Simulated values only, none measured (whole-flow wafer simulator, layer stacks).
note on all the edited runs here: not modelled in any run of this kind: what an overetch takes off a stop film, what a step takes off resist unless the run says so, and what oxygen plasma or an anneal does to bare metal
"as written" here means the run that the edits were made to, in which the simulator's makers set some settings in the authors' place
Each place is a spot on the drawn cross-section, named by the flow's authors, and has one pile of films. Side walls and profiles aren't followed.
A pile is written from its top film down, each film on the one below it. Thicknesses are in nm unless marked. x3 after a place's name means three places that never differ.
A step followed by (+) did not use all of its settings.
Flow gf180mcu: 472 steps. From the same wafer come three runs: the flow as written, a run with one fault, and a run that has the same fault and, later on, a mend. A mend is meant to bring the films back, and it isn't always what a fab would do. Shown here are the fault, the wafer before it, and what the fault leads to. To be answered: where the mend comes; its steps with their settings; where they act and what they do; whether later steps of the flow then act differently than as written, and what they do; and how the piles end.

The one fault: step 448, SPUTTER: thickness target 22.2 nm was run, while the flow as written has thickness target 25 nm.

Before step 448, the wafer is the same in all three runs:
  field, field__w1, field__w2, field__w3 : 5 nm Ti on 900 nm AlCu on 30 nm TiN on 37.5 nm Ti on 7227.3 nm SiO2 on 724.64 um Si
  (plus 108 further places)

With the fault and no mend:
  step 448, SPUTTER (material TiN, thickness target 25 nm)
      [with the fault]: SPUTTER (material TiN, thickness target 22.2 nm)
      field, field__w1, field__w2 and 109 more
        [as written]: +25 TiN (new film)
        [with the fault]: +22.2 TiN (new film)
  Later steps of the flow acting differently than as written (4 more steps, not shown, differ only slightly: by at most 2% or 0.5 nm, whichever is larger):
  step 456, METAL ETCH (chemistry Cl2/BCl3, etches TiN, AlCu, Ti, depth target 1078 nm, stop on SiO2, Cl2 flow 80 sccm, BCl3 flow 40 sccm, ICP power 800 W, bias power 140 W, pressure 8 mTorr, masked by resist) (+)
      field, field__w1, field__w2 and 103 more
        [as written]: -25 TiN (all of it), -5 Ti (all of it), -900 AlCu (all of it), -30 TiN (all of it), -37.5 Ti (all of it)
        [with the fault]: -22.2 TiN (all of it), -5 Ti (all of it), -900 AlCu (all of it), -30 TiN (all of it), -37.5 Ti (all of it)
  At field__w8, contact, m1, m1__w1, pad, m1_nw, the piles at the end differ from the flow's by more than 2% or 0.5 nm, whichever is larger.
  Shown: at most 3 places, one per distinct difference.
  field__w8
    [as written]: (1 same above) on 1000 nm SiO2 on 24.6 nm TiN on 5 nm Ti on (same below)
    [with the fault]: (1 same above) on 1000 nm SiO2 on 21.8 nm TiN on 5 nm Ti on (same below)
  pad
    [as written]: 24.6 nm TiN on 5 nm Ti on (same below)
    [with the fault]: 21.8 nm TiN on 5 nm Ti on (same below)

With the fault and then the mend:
  The mend stands after step 448.
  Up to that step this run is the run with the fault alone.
  step 448a, SPUTTER (material TiN, thickness target 2.8 nm) (the flow's step 448 again, with other settings)
      field, field__w1, field__w2 and 109 more
        +2.8 TiN
  None of the later steps of the flow acts differently than as written at any place that is followed.
  At every place that both follow, the piles at the end match the flow's.
